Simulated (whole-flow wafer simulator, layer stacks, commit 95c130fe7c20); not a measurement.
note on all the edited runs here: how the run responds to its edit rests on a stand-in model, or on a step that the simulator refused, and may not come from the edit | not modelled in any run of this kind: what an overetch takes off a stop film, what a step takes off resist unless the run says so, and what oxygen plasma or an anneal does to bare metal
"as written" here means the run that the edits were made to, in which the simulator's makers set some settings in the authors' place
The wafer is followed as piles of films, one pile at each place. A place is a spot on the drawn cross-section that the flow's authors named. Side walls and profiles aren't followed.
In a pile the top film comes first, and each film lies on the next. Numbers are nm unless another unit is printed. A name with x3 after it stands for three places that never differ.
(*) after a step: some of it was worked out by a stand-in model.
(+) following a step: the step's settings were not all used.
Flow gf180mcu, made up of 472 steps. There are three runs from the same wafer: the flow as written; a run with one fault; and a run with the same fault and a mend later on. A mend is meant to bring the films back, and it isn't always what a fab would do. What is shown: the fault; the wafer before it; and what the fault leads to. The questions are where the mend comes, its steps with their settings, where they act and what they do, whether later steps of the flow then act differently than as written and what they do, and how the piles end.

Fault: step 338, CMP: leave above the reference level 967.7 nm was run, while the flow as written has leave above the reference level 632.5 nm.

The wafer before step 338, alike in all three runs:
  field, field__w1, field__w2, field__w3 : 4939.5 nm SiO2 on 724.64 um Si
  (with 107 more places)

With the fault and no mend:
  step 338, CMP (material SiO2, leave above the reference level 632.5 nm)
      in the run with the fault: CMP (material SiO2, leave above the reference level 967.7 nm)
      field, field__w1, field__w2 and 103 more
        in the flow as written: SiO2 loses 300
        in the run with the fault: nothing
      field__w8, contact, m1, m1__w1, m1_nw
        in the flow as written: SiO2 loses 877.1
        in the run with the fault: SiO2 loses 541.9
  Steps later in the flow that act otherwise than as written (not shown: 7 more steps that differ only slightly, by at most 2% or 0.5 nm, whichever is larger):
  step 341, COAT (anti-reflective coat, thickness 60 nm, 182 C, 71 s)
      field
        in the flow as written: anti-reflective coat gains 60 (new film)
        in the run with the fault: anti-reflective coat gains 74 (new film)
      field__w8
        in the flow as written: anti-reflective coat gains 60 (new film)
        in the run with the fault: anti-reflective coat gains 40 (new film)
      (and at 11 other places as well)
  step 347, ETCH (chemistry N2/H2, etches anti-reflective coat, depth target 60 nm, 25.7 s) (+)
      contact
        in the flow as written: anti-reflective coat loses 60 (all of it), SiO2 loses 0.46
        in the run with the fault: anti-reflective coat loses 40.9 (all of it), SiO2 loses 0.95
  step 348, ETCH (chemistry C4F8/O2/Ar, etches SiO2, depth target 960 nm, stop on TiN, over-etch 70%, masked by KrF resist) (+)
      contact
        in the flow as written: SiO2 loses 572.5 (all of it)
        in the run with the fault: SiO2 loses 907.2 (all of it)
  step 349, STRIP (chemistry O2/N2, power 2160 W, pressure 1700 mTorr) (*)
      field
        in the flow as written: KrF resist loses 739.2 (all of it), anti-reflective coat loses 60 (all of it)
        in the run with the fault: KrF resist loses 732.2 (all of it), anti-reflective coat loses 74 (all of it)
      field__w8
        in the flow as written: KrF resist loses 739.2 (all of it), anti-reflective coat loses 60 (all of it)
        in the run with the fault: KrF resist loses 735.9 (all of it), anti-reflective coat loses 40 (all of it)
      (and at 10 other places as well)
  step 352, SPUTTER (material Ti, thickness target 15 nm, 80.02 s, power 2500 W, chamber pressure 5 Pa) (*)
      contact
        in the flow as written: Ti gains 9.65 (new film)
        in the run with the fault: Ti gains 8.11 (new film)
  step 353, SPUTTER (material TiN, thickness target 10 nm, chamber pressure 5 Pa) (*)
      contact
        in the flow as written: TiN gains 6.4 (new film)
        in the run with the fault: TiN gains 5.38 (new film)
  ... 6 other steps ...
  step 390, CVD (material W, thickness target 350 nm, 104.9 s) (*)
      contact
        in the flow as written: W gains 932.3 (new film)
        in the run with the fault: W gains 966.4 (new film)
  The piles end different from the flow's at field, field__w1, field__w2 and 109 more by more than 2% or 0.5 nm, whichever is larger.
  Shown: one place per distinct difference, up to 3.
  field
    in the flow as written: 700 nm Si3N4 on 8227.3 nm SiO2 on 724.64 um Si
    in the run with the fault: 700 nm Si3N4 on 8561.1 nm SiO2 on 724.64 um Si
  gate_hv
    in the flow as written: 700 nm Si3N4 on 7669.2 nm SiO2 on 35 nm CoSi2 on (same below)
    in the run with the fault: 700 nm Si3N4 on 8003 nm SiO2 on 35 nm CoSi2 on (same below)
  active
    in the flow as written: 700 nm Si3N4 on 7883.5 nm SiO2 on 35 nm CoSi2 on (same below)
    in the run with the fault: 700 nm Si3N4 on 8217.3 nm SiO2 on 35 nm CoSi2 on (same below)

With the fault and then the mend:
  The mend stands after step 346.
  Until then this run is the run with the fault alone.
  step 346a, STRIP (chemistry O2/N2, power 2160 W, pressure 1700 mTorr) (*)
      iso_ptap_pw, iso_ntap_nw, iso_nw_fld and 33 more
        KrF resist loses 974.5 (all of it), anti-reflective coat loses 60 (all of it)
      field_sub, field_sub__w1, field_sub__w2 and 15 more
        KrF resist loses 974.8 (all of it), anti-reflective coat loses 60.1 (all of it)
      field__w2, field__w3, field__w6 and 12 more
        KrF resist loses 974.9 (all of it), anti-reflective coat loses 60.1 (all of it)
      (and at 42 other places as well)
  step 346b, CMP (material SiO2, leave above the reference level 632.5 nm) (the flow's step 338 again)
      field, field__w1, field__w2 and 103 more
        SiO2 loses 300
      field__w8, contact, m1, m1__w1, m1_nw
        SiO2 loses 335.2
  step 346c, HMDS (120 C, 60 s) (the flow's step 340 again)
      alters no film at any place that is followed
  step 346d, COAT (anti-reflective coat, thickness 60 nm, 182 C, 71 s) (the flow's step 341 again)
      field, field__w1, field__w2 and 108 more
        anti-reflective coat gains 60 (new film)
  step 346e, COAT (KrF resist, thickness 1000 nm) (the flow's step 342 again)
      field, field__w1, field__w2 and 108 more
        KrF resist gains 1000 (new film)
  step 346f, SOFTBAKE (KrF resist) (the flow's step 343 again)
      alters no film at any place that is followed
  step 346g, EXPOSE (photomask Via3) (the flow's step 344 again)
      alters no film at any place that is followed
  step 346h, PEB (KrF resist, 135 C, 90 s) (the flow's step 345 again)
      field, field__w1, field__w2 and 108 more
        KrF resist loses 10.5
  step 346i, DEVELOP (KrF resist, thickness 1000 nm, 60 s) (the flow's step 346 again)
      field, field__w1, field__w2 and 107 more
        KrF resist loses 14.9
      contact
        KrF resist loses 989.5 (all of it)
  None of the later steps of the flow acts differently than as written at any place that is followed.
  At every place that both follow, the piles at the end match the flow's.
